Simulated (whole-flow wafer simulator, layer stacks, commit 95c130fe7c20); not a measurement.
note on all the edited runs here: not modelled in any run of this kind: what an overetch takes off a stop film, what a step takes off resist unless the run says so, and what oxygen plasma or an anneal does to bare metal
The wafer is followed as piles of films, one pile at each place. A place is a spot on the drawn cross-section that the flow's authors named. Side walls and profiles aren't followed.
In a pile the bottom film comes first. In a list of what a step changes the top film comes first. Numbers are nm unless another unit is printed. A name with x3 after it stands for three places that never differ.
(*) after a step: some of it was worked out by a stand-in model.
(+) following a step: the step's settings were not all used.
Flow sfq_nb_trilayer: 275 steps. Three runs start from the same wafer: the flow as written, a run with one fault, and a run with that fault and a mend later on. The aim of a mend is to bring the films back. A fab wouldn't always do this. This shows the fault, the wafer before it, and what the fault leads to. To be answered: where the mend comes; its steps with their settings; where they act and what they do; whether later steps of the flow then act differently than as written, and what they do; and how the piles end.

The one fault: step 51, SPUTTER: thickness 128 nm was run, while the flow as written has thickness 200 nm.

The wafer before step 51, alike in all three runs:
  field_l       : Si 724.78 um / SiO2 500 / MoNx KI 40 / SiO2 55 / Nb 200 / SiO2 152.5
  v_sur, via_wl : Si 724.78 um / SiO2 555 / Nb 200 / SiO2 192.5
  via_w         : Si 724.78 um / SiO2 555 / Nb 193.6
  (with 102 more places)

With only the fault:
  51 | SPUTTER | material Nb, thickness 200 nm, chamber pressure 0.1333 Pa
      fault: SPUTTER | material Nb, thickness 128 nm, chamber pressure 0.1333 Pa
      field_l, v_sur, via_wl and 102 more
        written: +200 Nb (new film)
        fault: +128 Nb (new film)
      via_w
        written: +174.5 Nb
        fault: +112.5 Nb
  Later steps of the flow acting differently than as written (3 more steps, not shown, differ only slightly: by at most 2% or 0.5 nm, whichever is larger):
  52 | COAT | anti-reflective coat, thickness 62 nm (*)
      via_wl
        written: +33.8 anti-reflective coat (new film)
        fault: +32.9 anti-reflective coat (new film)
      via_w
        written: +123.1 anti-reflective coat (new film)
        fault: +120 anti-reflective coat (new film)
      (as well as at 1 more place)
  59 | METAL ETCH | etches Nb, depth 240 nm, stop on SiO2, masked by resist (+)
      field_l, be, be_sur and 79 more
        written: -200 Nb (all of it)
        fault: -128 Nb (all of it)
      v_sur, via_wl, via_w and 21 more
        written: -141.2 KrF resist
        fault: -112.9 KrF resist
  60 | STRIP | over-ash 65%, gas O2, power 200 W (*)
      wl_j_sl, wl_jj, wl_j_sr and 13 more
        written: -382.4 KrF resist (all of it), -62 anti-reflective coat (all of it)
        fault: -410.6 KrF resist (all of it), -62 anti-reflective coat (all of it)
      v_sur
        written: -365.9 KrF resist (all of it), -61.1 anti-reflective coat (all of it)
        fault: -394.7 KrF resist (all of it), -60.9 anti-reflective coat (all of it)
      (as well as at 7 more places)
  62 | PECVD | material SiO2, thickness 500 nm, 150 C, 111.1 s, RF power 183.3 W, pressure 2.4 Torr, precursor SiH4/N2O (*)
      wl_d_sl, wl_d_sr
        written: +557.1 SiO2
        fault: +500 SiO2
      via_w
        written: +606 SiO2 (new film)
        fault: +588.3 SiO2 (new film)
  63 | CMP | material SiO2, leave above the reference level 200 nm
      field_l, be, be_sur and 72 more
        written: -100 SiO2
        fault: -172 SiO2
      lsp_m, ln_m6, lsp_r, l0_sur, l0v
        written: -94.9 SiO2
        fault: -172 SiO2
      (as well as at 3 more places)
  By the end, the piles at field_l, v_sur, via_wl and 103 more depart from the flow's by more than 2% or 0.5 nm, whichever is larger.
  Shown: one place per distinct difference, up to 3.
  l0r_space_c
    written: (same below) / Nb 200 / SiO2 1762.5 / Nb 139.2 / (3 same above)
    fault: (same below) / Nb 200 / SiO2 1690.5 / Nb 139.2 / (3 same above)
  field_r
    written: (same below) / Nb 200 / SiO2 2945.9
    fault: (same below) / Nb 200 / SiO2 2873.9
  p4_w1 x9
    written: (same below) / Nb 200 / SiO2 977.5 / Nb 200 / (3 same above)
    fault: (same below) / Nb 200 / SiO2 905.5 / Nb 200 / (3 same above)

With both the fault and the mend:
  After step 51 comes the mend.
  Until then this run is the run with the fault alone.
  51a | SPUTTER | material Nb, thickness 72 nm, chamber pressure 0.1333 Pa (the flow's step 51, run once more with other settings)
      field_l, v_sur, via_wl and 102 more
        +72 Nb
      via_w
        +57.9 Nb
  Every later step of the flow that is run acts as written, at every place that is followed, to within 2% or 0.5 nm, whichever is larger.
  When the end is reached, the piles differ only a little from the flow's at the places that both follow, at most by 2% or 0.5 nm, whichever is larger.
